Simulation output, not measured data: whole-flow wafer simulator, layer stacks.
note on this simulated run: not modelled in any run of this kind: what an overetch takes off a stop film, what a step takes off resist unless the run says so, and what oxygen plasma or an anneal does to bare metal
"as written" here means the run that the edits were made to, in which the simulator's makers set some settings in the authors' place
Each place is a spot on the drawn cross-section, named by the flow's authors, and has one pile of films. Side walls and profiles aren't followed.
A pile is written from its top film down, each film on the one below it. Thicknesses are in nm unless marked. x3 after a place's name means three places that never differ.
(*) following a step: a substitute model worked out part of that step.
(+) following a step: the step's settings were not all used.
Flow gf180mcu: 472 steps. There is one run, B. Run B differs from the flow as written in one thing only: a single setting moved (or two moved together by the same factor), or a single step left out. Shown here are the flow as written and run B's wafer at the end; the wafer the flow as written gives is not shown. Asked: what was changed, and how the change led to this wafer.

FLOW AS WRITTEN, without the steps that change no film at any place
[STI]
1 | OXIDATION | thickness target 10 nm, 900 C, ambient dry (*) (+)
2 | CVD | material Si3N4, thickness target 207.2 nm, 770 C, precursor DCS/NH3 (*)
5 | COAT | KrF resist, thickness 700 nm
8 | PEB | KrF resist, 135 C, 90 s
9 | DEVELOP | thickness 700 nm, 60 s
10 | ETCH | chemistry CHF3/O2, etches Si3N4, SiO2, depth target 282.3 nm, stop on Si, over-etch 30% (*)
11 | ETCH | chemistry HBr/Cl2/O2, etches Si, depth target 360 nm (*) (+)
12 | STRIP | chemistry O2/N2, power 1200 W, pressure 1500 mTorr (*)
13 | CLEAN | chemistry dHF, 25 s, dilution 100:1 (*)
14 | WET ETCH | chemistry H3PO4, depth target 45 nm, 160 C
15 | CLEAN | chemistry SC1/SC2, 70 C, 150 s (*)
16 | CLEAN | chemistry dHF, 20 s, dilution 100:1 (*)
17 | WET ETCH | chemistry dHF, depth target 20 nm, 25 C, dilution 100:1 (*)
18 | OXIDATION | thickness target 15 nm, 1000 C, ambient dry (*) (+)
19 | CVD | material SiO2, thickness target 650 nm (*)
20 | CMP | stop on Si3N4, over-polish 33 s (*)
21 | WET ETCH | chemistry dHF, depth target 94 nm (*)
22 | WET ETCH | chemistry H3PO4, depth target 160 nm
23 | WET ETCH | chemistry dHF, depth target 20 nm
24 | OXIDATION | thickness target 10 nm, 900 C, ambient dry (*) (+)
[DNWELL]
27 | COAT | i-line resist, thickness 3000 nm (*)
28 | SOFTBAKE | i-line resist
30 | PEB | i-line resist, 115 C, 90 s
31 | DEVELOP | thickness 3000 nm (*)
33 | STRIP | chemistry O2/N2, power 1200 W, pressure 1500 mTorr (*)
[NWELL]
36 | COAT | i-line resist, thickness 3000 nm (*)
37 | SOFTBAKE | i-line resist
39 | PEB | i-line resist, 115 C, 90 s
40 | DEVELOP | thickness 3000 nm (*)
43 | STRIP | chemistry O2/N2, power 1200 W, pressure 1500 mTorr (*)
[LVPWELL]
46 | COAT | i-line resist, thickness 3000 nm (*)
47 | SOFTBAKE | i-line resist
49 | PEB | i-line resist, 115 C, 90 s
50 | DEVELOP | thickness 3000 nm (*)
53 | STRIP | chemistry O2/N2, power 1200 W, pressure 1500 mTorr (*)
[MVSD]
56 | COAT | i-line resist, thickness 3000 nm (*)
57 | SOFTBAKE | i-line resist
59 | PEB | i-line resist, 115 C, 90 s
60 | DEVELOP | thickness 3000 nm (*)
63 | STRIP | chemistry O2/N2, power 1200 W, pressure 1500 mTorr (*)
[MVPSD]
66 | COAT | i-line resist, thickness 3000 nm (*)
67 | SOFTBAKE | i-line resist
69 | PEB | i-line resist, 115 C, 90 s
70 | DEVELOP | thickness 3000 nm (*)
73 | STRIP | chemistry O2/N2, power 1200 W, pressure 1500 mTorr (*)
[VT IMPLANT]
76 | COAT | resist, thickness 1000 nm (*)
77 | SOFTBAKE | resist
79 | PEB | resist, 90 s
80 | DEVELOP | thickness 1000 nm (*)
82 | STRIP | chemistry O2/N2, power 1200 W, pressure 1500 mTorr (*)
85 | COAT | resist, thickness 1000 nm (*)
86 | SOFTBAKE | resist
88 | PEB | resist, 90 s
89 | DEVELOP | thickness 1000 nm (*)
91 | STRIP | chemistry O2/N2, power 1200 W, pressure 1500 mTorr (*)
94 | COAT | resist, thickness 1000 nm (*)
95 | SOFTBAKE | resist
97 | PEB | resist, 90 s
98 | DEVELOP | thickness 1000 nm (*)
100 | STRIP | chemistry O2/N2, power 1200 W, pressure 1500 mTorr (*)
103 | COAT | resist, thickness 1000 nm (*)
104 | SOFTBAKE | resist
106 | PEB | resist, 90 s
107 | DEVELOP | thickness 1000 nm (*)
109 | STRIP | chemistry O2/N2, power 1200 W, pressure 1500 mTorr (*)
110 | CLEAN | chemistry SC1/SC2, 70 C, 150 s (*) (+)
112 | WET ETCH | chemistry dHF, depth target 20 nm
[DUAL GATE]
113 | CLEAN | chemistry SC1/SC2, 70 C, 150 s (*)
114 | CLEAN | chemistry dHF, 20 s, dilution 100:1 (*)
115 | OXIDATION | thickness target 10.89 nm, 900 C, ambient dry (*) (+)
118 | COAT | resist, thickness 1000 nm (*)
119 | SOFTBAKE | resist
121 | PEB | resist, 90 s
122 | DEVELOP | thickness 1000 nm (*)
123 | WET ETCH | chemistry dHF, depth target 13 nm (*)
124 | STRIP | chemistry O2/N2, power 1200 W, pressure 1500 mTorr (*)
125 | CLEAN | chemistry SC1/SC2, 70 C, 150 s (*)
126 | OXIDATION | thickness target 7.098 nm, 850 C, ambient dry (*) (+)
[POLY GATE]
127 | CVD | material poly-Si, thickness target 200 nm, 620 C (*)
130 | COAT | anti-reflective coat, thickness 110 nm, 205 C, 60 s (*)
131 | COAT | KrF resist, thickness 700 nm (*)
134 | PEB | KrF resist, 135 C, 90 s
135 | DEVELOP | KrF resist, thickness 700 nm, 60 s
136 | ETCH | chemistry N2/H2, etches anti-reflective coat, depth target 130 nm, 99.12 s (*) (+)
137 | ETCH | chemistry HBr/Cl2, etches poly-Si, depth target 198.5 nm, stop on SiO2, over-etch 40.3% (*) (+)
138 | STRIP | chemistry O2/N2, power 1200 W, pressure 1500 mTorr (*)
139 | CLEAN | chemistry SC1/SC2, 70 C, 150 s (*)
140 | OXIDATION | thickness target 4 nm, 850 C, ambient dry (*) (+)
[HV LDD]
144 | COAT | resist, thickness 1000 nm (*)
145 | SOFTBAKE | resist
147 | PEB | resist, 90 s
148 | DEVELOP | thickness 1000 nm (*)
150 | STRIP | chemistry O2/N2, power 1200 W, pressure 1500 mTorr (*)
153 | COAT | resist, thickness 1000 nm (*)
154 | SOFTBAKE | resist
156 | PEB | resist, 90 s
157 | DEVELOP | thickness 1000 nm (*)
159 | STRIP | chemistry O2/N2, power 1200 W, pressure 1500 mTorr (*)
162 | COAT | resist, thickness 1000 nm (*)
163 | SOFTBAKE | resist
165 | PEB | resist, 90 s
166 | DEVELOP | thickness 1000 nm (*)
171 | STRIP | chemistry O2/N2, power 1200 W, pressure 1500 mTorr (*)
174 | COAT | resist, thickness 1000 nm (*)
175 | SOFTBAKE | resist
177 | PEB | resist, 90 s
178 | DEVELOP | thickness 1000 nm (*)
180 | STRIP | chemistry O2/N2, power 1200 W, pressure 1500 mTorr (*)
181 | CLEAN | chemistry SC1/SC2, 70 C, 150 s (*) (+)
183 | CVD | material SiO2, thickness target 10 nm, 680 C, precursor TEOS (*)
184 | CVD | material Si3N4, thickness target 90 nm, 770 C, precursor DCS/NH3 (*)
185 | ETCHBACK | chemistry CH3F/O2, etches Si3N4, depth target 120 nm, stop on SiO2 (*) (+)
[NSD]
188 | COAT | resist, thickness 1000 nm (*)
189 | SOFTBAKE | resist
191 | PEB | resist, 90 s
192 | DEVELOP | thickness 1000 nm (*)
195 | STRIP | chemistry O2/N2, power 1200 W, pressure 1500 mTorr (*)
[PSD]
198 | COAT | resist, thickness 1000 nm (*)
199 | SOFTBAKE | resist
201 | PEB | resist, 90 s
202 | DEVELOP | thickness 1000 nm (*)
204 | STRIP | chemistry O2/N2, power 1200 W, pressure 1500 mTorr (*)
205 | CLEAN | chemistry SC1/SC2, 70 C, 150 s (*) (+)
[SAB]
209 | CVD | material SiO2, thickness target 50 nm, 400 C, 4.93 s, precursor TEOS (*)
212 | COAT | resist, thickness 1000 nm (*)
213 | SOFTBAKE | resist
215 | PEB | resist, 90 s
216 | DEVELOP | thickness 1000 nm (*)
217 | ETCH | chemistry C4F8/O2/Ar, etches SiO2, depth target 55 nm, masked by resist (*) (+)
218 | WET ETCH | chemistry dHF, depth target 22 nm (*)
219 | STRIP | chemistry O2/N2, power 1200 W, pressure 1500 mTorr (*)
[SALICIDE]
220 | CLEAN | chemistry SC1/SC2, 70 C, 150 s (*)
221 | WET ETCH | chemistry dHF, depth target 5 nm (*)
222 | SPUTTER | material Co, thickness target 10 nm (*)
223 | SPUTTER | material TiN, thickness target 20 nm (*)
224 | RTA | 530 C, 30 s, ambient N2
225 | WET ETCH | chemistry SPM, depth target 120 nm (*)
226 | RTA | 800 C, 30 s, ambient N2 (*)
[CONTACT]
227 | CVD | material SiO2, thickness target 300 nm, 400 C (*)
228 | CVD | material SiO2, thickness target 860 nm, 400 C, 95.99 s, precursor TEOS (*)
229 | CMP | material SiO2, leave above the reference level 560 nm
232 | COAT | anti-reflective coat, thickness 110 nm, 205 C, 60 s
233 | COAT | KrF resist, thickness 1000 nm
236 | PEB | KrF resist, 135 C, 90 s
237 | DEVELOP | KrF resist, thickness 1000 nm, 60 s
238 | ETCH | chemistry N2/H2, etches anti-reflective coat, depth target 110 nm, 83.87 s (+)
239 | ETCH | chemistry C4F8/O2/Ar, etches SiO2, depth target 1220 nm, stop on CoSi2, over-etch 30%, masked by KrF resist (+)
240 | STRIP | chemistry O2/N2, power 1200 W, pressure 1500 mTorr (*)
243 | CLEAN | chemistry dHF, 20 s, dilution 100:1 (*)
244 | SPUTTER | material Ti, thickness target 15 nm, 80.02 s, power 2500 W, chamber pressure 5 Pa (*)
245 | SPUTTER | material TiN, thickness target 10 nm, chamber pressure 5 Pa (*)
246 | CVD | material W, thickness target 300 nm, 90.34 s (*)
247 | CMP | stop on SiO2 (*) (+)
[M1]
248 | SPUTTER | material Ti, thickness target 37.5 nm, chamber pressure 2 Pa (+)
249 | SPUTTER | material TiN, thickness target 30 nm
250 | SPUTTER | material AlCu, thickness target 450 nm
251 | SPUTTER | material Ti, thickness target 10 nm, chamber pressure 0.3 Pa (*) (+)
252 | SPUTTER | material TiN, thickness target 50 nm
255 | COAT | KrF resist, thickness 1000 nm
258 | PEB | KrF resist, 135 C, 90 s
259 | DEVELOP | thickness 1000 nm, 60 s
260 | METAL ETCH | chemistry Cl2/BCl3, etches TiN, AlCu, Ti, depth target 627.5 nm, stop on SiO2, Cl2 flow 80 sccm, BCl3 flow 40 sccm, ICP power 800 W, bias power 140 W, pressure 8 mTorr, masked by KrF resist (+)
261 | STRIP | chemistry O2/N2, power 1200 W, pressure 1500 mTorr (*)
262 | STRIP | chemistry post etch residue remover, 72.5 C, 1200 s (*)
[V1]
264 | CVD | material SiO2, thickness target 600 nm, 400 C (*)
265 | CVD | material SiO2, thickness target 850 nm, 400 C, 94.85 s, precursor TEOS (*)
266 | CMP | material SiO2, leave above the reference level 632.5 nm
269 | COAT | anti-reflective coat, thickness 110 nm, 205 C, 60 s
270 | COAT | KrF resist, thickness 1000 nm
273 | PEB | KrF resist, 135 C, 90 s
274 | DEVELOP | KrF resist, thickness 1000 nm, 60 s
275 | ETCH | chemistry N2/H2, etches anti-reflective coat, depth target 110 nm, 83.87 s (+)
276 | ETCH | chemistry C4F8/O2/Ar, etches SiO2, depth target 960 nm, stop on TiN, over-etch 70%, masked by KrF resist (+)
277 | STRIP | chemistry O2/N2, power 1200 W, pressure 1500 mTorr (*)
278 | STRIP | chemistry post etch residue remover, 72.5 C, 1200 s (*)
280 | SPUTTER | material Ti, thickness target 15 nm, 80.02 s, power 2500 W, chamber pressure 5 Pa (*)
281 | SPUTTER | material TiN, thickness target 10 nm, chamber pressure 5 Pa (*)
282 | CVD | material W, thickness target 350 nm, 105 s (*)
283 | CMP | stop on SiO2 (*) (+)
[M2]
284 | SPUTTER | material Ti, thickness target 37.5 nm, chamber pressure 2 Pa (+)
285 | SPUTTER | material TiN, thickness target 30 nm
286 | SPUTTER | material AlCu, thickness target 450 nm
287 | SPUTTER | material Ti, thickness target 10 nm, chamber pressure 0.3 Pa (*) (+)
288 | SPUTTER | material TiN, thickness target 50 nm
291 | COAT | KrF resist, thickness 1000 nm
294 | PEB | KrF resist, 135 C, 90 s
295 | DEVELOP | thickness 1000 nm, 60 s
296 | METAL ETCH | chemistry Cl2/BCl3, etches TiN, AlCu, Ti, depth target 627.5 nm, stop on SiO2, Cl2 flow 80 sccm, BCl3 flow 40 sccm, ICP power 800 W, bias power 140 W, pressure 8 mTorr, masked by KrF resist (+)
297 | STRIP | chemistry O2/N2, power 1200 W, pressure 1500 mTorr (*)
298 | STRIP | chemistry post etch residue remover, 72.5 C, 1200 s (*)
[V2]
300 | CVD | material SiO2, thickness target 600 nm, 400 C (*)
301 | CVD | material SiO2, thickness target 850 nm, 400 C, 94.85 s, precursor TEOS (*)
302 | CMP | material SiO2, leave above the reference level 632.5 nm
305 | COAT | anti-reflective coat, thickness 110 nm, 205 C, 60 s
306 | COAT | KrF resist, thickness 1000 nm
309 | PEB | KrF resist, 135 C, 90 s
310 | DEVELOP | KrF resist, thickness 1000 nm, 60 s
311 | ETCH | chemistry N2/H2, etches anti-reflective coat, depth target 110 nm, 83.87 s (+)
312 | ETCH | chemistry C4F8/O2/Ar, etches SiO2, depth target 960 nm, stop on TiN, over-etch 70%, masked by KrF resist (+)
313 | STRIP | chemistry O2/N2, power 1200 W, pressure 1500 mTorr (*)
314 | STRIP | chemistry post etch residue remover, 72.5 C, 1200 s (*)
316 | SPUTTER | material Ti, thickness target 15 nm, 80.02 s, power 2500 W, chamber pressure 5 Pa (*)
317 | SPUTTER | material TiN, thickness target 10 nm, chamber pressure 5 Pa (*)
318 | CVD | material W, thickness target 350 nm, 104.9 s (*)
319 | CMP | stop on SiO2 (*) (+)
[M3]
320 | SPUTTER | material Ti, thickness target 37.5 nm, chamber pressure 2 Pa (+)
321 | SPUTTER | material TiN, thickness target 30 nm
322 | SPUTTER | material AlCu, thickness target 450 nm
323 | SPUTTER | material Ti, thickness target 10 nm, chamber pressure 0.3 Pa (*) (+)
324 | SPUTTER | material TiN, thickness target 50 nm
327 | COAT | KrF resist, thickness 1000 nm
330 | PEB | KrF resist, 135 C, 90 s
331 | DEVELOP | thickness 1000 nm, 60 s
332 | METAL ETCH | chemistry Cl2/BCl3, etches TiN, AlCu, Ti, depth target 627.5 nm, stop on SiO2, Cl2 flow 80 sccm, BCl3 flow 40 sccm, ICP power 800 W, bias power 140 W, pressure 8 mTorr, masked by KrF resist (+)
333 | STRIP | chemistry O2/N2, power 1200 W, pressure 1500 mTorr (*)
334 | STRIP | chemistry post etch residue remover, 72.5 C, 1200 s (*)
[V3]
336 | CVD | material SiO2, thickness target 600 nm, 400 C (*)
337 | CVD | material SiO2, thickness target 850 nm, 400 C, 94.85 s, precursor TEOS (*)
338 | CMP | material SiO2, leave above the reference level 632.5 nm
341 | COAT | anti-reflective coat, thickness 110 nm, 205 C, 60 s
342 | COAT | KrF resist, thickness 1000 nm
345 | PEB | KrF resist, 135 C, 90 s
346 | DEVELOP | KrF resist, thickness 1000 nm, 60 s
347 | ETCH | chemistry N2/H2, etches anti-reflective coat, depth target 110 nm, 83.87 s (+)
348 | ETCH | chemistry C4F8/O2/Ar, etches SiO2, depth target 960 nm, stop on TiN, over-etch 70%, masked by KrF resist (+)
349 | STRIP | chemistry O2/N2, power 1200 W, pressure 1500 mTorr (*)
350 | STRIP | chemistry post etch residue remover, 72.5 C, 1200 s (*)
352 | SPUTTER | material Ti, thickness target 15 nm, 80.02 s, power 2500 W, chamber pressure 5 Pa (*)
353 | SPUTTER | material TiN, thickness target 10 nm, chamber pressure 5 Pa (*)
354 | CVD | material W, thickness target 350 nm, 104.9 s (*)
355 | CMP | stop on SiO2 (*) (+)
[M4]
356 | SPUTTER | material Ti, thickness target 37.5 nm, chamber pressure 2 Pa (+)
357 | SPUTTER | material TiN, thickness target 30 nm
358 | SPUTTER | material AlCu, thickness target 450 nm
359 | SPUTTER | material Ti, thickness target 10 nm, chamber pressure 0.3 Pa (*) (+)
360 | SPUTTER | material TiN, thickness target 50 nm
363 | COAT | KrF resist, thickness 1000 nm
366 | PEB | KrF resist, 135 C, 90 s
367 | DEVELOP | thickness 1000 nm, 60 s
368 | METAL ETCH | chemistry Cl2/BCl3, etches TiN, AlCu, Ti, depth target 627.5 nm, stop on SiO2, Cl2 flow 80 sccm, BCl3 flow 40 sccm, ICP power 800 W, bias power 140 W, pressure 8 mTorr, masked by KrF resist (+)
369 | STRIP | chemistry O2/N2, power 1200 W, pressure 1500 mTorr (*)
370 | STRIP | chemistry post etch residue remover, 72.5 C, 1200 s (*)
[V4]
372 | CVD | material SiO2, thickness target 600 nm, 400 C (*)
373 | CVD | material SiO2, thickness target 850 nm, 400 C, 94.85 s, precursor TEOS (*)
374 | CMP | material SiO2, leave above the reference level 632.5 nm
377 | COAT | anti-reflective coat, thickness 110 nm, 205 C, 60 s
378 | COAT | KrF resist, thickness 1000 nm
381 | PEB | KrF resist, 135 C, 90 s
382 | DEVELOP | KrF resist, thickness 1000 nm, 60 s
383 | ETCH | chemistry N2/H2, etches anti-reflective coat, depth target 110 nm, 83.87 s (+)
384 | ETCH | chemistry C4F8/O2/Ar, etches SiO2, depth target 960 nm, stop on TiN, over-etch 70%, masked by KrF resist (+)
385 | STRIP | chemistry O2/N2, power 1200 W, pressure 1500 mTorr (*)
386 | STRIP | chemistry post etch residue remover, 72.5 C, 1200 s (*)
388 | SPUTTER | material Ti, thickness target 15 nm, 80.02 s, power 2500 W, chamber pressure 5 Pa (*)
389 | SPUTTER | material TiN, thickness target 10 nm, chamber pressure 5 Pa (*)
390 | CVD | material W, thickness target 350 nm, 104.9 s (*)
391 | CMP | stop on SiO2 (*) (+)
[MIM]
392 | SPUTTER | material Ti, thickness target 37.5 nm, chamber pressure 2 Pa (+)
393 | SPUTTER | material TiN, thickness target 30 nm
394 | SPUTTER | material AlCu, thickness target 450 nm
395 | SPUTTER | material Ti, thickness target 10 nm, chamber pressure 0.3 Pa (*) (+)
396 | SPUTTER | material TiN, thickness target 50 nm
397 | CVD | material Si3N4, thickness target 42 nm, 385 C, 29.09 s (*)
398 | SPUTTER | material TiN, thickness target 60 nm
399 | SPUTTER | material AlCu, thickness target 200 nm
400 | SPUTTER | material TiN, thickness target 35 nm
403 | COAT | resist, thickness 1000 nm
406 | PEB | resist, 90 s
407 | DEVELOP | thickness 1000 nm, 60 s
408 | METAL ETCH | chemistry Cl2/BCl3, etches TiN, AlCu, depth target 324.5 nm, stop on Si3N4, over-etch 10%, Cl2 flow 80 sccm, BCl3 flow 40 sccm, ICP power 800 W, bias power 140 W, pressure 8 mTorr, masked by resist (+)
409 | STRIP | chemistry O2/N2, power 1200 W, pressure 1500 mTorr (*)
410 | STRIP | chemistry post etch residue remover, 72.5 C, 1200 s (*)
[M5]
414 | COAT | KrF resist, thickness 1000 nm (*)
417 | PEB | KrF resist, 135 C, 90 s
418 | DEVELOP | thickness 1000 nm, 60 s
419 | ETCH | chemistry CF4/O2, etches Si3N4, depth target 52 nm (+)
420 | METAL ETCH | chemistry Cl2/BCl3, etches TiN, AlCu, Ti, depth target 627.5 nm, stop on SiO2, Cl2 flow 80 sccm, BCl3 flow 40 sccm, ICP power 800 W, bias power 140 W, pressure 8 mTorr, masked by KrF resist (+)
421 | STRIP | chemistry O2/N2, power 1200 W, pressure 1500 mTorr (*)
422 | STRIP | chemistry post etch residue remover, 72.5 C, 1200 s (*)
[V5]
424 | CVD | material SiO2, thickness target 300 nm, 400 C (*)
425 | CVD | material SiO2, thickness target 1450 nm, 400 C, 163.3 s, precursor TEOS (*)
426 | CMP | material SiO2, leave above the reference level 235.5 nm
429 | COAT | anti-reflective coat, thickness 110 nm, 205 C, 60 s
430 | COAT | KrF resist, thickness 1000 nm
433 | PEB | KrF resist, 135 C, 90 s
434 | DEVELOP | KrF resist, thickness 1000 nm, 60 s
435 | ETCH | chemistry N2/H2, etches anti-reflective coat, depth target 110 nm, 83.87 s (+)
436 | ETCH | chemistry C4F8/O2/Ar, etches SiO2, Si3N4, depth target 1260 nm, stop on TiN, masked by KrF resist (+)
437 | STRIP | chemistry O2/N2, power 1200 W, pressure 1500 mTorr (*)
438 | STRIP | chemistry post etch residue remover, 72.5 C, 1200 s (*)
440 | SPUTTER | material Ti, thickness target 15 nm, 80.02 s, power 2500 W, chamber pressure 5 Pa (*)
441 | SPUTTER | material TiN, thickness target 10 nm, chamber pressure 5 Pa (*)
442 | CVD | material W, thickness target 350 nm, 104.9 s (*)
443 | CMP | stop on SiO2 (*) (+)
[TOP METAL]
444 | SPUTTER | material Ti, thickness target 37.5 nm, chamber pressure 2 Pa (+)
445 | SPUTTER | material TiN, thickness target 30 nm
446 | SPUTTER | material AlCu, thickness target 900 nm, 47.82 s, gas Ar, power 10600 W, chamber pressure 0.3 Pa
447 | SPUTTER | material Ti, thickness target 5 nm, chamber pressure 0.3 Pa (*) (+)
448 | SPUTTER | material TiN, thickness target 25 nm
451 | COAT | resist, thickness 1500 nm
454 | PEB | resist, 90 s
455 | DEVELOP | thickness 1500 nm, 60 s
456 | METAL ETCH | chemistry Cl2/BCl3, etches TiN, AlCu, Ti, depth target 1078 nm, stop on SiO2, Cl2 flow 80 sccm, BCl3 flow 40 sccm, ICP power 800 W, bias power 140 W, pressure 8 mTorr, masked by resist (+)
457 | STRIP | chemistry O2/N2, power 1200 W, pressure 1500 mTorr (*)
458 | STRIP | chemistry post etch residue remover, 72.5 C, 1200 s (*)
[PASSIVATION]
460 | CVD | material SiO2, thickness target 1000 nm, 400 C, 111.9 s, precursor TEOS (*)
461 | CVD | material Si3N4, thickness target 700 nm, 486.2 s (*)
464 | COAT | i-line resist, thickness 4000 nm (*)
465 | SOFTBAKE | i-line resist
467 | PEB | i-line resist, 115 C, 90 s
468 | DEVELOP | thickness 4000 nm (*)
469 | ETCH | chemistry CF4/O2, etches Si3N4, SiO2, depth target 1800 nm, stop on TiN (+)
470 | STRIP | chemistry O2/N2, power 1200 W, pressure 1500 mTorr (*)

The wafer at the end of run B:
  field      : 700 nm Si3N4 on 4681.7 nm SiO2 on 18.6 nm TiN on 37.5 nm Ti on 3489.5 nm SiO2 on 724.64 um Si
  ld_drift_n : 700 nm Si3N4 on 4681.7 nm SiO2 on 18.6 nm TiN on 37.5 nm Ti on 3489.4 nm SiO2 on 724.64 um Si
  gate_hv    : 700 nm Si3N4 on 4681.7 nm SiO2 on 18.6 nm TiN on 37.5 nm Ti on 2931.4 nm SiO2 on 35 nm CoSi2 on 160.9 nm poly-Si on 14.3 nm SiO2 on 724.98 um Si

Cause: step 332, METAL ETCH: depth target 521 nm was run, whereas the flow has depth target 627.5 nm.

Step by step, how the change led to this:
  332 | METAL ETCH | chemistry Cl2/BCl3, etches TiN, AlCu, Ti, depth target 627.5 nm, stop on SiO2, Cl2 flow 80 sccm, BCl3 flow 40 sccm, ICP power 800 W, bias power 140 W, pressure 8 mTorr, masked by KrF resist (+)
      field, field__w1, field__w2 and 103 more: TiN loses 50 (all of it), Ti loses 10 (all of it), AlCu loses 450 (all of it), TiN loses 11 (in the flow as written it would be: TiN loses 50 (all of it), Ti loses 10 (all of it), AlCu loses 450 (all of it), TiN loses 30 (all of it), Ti loses 37.5 (all of it))
      field__w8, contact, m1, m1__w1, m1_nw: KrF resist loses 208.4 (in the flow as written it would be: KrF resist loses 251)
  333 | STRIP | chemistry O2/N2, power 1200 W, pressure 1500 mTorr (*)
      field__w8, contact, m1, m1__w1, m1_nw: KrF resist loses 770 (all of it) (in the flow as written it would be: KrF resist loses 727.4 (all of it))
  336 | CVD | material SiO2, thickness target 600 nm, 400 C (*)
      field, field__w1, field__w2 and 103 more: SiO2 gains 600 (new film) (in the flow as written it would be: SiO2 gains 600)
  338 | CMP | material SiO2, leave above the reference level 632.5 nm
      field, field__w1, field__w2 and 103 more: SiO2 loses 356.1 (in the flow as written it would be: SiO2 loses 300)
Taking metal films that touch as one body, field has 1 body; the flow as written gives 0 bodies.
Taking metal films that touch as one body, ld_drift_n has 1 body; the flow as written gives 0 bodies.
Taking metal films that touch as one body, gate_hv has 2 bodies (between them, from the top down: SiO2 2931.4); the flow as written gives 1 body.
